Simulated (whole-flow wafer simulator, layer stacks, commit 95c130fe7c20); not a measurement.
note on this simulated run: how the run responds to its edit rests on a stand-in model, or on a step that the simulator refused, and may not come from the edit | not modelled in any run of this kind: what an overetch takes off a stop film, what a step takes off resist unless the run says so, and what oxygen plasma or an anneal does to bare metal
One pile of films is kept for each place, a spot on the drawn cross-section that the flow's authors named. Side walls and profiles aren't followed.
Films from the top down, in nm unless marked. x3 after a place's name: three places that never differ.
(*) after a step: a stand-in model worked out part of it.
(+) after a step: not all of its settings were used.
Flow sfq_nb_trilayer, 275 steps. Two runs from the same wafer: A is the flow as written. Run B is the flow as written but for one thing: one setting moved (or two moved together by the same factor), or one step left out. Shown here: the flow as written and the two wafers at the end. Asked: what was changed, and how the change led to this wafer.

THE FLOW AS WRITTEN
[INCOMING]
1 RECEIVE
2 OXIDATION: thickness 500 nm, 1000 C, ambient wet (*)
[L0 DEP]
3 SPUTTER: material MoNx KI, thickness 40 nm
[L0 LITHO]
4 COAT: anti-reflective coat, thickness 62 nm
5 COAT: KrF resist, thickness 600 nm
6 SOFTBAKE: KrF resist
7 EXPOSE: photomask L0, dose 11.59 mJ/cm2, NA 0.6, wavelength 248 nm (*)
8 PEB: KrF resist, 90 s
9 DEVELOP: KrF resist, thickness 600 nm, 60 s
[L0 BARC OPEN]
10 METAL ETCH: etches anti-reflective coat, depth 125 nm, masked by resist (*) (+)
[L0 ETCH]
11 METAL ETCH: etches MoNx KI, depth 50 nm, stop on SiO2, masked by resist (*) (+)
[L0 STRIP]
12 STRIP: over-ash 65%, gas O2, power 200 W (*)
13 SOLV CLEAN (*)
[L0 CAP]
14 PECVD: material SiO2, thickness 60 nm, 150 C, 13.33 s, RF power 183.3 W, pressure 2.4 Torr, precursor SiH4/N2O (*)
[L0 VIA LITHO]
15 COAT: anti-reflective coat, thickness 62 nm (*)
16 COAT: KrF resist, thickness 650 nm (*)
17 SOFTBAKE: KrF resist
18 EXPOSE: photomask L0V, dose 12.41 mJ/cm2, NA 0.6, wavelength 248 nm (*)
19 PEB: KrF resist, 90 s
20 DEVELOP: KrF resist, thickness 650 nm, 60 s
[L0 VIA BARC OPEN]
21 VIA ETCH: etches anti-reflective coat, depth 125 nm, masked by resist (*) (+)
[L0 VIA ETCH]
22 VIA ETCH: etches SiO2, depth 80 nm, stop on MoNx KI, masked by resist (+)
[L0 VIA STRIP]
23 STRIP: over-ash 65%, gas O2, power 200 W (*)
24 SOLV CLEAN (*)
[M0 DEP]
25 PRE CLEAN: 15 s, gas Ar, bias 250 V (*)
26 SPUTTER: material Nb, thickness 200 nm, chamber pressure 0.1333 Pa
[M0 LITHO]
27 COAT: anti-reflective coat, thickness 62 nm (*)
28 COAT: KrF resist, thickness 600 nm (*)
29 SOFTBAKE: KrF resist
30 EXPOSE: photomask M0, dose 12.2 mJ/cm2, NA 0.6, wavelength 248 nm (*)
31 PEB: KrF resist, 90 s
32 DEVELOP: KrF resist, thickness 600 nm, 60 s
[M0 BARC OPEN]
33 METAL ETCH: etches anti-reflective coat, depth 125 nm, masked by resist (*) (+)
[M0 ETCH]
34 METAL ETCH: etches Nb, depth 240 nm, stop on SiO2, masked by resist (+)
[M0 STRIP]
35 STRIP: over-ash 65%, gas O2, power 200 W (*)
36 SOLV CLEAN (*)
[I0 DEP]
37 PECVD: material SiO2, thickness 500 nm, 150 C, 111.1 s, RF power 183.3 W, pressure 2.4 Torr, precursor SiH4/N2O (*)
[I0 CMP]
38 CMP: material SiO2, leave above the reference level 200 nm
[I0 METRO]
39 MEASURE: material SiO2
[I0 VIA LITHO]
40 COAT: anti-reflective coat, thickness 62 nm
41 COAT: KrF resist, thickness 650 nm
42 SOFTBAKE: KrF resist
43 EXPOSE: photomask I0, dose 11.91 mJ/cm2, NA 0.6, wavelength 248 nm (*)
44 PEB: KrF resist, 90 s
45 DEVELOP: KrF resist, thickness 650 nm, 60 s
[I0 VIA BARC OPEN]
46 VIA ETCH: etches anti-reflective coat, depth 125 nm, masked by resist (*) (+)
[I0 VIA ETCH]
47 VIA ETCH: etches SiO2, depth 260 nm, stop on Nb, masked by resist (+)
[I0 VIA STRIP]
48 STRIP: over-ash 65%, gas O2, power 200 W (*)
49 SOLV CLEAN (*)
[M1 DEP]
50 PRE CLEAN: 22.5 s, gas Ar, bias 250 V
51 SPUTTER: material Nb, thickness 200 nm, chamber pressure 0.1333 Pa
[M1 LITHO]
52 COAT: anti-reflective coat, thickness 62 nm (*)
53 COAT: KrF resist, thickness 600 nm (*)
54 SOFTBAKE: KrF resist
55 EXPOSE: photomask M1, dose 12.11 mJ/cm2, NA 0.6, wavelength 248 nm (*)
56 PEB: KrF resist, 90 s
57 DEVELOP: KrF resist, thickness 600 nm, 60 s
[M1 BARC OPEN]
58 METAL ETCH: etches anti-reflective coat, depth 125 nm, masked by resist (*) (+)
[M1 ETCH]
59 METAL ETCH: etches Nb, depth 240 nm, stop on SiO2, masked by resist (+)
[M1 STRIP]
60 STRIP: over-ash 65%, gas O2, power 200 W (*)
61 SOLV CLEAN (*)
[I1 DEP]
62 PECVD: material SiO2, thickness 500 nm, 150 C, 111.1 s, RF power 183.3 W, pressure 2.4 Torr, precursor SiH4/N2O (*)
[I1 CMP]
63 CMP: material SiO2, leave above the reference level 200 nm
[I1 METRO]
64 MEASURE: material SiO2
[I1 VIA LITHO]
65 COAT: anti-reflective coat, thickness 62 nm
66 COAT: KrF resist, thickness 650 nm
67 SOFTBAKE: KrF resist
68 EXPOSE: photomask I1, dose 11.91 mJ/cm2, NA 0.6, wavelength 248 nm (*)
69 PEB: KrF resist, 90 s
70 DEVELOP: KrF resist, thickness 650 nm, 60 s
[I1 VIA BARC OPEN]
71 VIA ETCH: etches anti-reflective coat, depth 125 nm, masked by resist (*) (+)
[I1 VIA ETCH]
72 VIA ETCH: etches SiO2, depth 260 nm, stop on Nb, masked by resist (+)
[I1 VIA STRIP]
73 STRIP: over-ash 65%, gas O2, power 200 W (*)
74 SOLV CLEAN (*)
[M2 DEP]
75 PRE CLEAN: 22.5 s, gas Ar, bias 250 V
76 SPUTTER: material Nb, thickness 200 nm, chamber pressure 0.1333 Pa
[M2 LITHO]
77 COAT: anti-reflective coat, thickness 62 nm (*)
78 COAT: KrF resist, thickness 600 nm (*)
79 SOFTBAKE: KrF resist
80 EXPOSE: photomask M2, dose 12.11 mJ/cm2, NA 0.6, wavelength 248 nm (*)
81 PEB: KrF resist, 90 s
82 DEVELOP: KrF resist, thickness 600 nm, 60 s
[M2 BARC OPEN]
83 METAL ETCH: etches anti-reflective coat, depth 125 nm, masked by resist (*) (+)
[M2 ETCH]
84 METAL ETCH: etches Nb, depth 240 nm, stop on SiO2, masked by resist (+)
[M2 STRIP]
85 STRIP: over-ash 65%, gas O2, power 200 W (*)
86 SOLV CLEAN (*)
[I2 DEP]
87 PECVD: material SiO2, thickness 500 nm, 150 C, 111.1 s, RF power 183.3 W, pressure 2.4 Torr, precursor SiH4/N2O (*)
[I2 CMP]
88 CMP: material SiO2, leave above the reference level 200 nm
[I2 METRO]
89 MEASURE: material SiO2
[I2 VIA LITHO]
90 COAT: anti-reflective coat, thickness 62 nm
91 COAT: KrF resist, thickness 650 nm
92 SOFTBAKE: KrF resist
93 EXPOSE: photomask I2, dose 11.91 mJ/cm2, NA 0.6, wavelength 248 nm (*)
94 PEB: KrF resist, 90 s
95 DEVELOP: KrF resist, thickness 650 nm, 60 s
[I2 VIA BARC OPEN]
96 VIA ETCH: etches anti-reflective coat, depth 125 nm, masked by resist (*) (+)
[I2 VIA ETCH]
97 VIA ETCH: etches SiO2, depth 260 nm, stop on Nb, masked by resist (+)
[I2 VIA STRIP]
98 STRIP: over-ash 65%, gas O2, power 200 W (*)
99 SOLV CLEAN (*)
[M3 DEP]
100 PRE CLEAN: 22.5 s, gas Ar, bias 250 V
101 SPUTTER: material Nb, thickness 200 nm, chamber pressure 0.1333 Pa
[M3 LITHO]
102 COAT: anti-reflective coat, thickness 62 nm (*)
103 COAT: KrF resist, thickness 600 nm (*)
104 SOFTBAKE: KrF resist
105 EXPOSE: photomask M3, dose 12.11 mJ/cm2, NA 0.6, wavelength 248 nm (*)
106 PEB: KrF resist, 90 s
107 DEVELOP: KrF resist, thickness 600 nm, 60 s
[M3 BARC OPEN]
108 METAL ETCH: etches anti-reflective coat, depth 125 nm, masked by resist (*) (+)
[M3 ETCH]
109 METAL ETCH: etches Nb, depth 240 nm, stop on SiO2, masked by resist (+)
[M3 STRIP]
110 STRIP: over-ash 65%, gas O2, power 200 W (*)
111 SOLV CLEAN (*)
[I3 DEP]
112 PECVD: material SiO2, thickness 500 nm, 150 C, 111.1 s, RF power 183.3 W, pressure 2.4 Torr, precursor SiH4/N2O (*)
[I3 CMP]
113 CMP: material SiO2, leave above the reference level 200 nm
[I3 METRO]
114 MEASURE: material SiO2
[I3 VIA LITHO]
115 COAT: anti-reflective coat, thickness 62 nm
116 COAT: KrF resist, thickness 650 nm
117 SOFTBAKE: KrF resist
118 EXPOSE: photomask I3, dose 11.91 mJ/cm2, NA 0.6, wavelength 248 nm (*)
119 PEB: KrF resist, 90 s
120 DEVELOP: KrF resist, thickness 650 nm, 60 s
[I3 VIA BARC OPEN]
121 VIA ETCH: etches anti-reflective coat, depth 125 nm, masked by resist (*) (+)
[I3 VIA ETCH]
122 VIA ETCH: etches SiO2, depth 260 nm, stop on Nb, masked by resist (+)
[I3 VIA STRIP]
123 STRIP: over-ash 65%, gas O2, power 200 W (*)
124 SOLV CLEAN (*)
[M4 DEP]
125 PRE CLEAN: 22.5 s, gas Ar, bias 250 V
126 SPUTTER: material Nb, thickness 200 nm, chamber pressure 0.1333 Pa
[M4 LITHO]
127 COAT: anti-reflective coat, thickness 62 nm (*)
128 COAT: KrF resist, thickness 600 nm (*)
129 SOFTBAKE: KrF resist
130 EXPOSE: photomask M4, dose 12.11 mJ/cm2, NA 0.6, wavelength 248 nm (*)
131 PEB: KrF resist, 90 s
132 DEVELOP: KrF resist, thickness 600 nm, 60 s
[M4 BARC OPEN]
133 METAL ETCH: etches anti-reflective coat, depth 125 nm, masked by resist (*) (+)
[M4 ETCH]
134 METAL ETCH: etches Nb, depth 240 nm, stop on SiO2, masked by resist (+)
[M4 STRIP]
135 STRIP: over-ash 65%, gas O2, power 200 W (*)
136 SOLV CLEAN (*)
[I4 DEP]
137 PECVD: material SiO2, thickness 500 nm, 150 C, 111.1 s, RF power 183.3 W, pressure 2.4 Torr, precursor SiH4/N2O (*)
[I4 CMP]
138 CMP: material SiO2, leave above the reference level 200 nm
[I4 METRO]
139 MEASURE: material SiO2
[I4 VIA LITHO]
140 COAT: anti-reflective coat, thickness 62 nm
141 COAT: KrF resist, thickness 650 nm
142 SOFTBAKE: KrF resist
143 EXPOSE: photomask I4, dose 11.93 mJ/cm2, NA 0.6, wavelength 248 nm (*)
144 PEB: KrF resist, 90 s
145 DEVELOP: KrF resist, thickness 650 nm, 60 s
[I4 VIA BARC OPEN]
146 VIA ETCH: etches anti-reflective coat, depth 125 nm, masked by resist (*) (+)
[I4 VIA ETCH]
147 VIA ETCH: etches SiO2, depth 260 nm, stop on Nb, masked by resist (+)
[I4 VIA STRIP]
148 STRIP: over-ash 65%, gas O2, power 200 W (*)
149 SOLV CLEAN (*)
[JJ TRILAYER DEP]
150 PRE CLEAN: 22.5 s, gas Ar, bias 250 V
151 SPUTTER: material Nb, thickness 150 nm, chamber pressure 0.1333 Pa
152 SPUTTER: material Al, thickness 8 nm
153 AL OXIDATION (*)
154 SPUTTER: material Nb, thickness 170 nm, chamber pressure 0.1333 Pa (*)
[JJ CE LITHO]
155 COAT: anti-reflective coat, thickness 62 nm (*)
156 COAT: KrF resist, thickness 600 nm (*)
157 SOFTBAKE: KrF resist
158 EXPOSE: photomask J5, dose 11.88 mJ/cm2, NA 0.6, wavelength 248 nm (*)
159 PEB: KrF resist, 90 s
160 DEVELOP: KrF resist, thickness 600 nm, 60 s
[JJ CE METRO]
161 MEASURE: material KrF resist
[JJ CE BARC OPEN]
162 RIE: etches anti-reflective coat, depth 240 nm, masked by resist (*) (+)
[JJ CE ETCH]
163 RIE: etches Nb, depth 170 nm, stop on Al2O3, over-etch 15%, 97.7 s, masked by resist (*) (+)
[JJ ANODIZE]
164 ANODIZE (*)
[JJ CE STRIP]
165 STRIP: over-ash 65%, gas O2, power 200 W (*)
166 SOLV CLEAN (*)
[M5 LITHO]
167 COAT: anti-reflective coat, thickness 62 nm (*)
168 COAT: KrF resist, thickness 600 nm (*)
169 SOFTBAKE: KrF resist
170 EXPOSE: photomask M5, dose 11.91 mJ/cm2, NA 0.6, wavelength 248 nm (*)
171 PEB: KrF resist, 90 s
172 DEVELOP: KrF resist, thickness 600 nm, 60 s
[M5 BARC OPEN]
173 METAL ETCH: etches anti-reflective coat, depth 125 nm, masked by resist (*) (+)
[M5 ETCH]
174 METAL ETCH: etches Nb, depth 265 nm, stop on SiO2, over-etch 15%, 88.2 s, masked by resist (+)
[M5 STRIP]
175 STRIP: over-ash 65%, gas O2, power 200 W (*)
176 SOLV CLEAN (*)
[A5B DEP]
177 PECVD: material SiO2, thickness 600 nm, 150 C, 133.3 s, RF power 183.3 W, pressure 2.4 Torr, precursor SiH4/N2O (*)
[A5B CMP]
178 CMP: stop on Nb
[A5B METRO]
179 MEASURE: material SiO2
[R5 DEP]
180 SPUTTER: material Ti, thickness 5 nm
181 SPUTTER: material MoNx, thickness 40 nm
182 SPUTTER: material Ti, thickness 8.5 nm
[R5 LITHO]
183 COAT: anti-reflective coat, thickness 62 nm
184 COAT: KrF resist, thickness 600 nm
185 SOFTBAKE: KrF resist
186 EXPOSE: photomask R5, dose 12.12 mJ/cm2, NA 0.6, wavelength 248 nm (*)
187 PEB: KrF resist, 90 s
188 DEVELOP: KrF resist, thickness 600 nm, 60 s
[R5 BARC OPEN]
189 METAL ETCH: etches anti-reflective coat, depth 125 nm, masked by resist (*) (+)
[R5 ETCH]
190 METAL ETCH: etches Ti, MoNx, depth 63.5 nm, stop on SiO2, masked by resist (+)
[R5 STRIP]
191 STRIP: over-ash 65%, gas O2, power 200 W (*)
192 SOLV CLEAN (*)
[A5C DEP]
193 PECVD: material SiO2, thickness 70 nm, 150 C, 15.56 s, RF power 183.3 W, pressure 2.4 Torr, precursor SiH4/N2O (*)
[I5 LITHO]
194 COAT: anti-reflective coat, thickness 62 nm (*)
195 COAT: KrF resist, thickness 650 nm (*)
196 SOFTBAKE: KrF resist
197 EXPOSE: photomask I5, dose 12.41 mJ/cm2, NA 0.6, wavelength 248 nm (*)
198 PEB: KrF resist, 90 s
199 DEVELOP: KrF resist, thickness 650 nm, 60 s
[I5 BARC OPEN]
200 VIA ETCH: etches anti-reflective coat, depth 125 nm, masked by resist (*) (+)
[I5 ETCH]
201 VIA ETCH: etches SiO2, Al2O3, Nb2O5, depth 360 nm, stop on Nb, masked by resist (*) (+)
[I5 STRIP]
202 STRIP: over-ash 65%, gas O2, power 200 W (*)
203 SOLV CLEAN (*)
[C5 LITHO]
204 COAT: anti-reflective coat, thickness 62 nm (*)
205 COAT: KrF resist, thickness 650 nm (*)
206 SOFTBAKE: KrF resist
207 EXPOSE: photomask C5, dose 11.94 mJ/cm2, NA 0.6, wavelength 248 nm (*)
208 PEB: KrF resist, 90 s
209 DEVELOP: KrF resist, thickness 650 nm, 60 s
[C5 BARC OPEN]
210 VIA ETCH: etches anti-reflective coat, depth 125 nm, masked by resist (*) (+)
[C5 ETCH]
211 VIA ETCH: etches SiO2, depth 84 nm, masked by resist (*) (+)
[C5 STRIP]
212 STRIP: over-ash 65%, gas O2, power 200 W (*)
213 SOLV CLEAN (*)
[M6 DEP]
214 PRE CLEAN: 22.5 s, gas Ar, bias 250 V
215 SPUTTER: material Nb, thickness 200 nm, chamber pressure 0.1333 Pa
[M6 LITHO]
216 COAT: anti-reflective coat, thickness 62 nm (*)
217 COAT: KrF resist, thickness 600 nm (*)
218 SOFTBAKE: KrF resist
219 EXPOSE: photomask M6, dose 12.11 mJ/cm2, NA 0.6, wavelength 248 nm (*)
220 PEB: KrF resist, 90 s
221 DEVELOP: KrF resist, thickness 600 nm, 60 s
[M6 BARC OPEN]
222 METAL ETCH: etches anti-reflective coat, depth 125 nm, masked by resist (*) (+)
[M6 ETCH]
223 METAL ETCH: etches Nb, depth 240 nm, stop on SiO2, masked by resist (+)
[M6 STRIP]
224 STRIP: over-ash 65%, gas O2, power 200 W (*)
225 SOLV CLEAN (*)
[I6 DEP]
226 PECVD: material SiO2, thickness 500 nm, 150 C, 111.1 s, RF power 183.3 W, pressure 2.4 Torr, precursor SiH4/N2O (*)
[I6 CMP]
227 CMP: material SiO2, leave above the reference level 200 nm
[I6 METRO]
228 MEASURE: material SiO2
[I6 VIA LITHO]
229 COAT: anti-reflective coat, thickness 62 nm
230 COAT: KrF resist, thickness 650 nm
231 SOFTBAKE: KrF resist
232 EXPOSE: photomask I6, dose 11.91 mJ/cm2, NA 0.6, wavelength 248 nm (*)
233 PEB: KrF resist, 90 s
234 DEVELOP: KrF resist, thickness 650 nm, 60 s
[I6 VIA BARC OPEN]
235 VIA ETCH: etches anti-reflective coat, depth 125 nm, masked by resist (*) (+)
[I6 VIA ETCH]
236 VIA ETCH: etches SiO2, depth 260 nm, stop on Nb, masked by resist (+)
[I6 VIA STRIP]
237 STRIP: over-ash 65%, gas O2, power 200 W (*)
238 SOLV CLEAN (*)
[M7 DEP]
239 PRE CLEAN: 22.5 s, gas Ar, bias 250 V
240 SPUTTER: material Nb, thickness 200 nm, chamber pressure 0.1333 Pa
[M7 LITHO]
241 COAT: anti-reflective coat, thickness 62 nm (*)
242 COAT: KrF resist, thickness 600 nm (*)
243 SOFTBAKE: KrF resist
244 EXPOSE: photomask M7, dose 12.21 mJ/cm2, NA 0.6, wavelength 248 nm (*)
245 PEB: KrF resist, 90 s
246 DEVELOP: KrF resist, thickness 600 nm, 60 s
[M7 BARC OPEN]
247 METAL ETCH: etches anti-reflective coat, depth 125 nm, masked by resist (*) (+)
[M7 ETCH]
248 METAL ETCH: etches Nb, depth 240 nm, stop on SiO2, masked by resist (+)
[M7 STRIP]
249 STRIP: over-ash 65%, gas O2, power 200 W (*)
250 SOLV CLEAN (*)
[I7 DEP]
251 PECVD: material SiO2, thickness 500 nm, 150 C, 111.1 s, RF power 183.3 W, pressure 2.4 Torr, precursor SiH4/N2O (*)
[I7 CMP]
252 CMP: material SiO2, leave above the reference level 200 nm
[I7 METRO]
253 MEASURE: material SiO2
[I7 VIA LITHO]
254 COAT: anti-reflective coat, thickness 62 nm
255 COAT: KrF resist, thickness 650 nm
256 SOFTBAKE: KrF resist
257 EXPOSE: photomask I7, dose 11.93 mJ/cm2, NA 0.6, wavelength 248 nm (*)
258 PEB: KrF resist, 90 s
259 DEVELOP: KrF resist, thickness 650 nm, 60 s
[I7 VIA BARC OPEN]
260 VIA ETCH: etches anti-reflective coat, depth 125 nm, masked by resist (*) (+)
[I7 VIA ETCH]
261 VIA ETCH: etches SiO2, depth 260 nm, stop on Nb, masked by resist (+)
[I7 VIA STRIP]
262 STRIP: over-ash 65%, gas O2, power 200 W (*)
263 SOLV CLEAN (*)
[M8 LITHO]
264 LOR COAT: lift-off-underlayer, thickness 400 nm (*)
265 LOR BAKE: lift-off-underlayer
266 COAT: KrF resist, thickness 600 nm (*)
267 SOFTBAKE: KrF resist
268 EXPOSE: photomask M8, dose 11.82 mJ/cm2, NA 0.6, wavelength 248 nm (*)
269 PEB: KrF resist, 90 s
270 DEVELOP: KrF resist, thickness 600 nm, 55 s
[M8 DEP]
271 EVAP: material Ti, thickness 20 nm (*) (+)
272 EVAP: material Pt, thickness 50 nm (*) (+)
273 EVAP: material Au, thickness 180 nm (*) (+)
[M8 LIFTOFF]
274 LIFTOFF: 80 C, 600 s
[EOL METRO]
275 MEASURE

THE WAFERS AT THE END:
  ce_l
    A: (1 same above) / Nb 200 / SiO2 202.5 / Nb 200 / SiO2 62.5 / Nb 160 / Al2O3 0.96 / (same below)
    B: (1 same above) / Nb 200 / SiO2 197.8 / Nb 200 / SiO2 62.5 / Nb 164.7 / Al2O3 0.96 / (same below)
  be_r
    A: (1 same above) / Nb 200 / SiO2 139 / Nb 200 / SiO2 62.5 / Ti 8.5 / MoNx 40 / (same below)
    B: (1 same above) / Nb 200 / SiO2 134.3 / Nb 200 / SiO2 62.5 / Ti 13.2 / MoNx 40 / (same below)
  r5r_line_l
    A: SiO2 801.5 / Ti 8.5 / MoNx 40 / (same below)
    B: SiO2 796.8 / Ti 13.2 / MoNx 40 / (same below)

The cause: step 182, SPUTTER: thickness 13.2 nm was run, where the flow has thickness 8.5 nm.
It can be read off the wafer: be_r has Ti 13.2, and step 182 as written asks for 8.5 nm.

How the change led to this, step by step:
  182 SPUTTER: material Ti, thickness 8.5 nm
      field_l, v_sur, via_wl and 103 more: A Ti +8.5 (new film) | B Ti +13.2 (new film)
  190 METAL ETCH: etches Ti, MoNx, depth 63.5 nm, stop on SiO2, masked by resist (+)
      field_l, v_sur, via_wl and 92 more: A Ti -8.5 (all of it), MoNx -40 (all of it), Ti -5 (all of it) | B Ti -13.2 (all of it), MoNx -40 (all of it), Ti -5 (all of it)
      ce_l, c5j, ce_r, wl_jj: A Ti -8.5 (all of it), MoNx -40 (all of it), Ti -5 (all of it), Nb -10 | B Ti -13.2 (all of it), MoNx -40 (all of it), Ti -5 (all of it), Nb -5.3
  194 COAT: anti-reflective coat, thickness 62 nm (*)
      r5r_spacepad_l, r5r_spacepad_r: A anti-reflective coat +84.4 (new film) | B anti-reflective coat +86.4 (new film)
      ce_l: A anti-reflective coat +67.2 (new film) | B anti-reflective coat +65.1 (new film)
      (and at 3 more places)
  202 STRIP: over-ash 65%, gas O2, power 200 W (*)
      r5r_spacepad_l, r5r_spacepad_r: A KrF resist -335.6 (all of it), anti-reflective coat -84.4 (all of it) | B KrF resist -335.8 (all of it), anti-reflective coat -86.4 (all of it)
      ce_l: A KrF resist -341.5 (all of it), anti-reflective coat -67.2 (all of it) | B KrF resist -340.2 (all of it), anti-reflective coat -65.1 (all of it)
      (and at 3 more places)
  204 COAT: anti-reflective coat, thickness 62 nm (*)
      r5r_spacepad_l, r5r_spacepad_r: A anti-reflective coat +84.4 (new film) | B anti-reflective coat +86.4 (new film)
      ce_l: A anti-reflective coat +66 (new film) | B anti-reflective coat +63.9 (new film)
      (and at 3 more places)
  212 STRIP: over-ash 65%, gas O2, power 200 W (*)
      r5r_spacepad_l, r5r_spacepad_r: A KrF resist -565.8 (all of it), anti-reflective coat -84.4 (all of it) | B KrF resist -566.3 (all of it), anti-reflective coat -86.4 (all of it)
      ce_l: A KrF resist -567.4 (all of it), anti-reflective coat -66 (all of it) | B KrF resist -566.5 (all of it), anti-reflective coat -63.9 (all of it)
      (and at 3 more places)
  216 COAT: anti-reflective coat, thickness 62 nm (*)
      r5r_spacepad_l, r5r_spacepad_r: A anti-reflective coat +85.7 (new film) | B anti-reflective coat +88 (new film)
      jj_sur: A anti-reflective coat +56.1 (new film) | B anti-reflective coat +57.3 (new film)
      (and at 4 more places)
  222 METAL ETCH: etches anti-reflective coat, depth 125 nm, masked by resist (*) (+)
      r5r_spacepad_l, r5r_spacepad_r: A anti-reflective coat -85.7 (all of it) | B anti-reflective coat -88 (all of it)
  224 STRIP: over-ash 65%, gas O2, power 200 W (*)
      jj_sur: A KrF resist -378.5 (all of it), anti-reflective coat -56.1 (all of it) | B KrF resist -378.5 (all of it), anti-reflective coat -57.3 (all of it)
      ce_l: A KrF resist -397.1 (all of it), anti-reflective coat -48 (all of it) | B KrF resist -395.3 (all of it), anti-reflective coat -46.6 (all of it)
      (and at 3 more places)
  227 CMP: material SiO2, leave above the reference level 200 nm
      r5r_line_l, r5r_spacepad_l, r5r_spacepad_r, r5r_line_c, r5r_line_r: A SiO2 -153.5 | B SiO2 -158.2
      c5j: A SiO2 -223 | B SiO2 -227.7
